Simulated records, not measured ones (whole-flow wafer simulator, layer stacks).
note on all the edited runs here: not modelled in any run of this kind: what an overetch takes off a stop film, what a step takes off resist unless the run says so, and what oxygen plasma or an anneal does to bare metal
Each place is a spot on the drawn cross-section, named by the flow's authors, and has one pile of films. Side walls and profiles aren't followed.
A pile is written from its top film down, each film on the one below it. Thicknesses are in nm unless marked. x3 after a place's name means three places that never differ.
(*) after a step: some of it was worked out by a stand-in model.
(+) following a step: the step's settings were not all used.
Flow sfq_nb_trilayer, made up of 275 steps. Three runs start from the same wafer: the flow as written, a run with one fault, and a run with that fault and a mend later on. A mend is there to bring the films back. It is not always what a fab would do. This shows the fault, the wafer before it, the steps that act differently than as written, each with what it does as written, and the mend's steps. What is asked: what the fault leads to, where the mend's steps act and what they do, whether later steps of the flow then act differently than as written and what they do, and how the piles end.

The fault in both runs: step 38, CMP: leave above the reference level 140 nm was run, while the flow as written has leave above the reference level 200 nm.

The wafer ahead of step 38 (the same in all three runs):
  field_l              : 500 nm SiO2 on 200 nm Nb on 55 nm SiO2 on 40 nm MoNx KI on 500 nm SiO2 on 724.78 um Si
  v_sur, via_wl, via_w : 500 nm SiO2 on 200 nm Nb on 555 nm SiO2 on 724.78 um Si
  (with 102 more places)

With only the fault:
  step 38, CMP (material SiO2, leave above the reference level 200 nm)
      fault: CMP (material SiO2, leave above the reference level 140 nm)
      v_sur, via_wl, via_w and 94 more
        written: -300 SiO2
        fault: -360 SiO2
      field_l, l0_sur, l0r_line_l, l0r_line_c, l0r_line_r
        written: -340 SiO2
        fault: -400 SiO2
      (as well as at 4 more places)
  Later steps of the flow acting differently than as written (4 more steps, not shown, differ only slightly: by at most 2% or 0.5 nm, whichever is larger):
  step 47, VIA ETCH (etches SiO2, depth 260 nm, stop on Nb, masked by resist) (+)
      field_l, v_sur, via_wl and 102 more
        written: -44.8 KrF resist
        fault: -36.2 KrF resist
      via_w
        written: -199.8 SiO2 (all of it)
        fault: -139.8 SiO2 (all of it)
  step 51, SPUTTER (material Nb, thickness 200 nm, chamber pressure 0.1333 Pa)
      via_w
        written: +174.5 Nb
        fault: +186.7 Nb
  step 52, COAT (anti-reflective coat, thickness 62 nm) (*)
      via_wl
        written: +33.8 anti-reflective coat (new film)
        fault: +35.9 anti-reflective coat (new film)
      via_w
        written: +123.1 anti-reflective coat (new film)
        fault: +109.4 anti-reflective coat (new film)
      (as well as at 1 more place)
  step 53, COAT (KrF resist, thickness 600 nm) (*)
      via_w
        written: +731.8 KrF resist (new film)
        fault: +682.9 KrF resist (new film)
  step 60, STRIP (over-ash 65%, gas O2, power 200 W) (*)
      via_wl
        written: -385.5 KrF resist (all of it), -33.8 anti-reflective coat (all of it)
        fault: -390.7 KrF resist (all of it), -35.9 anti-reflective coat (all of it)
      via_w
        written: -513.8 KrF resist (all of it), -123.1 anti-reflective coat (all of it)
        fault: -465.1 KrF resist (all of it), -109.4 anti-reflective coat (all of it)
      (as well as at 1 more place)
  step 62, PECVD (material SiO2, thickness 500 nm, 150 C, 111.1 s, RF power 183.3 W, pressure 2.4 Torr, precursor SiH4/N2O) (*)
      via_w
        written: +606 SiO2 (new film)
        fault: +509.3 SiO2 (new film)
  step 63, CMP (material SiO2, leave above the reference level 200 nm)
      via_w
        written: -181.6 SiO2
        fault: -157.1 SiO2
  The piles end different from the flow's at field_l, v_sur, via_wl and 102 more by more than 2% or 0.5 nm, whichever is larger.
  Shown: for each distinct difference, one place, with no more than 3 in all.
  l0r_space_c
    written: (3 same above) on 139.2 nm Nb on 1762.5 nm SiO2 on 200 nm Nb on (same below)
    fault: (3 same above) on 139.2 nm Nb on 1702.5 nm SiO2 on 200 nm Nb on (same below)
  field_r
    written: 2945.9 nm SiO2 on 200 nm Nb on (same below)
    fault: 2885.9 nm SiO2 on 200 nm Nb on (same below)
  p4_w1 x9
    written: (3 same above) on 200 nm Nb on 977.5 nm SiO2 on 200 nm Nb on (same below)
    fault: (3 same above) on 200 nm Nb on 917.5 nm SiO2 on 200 nm Nb on (same below)

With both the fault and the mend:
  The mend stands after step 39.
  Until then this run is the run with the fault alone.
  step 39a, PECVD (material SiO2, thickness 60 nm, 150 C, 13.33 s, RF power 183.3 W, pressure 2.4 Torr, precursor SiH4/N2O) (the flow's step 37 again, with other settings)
      field_l, v_sur, via_wl and 103 more
        +60 SiO2
  Later steps of the flow that are run all act as written at every place that is followed, up to a difference of at most 2% or 0.5 nm, whichever is larger.
  When the end is reached, the piles differ only a little from the flow's at the places that both follow, at most by 2% or 0.5 nm, whichever is larger.
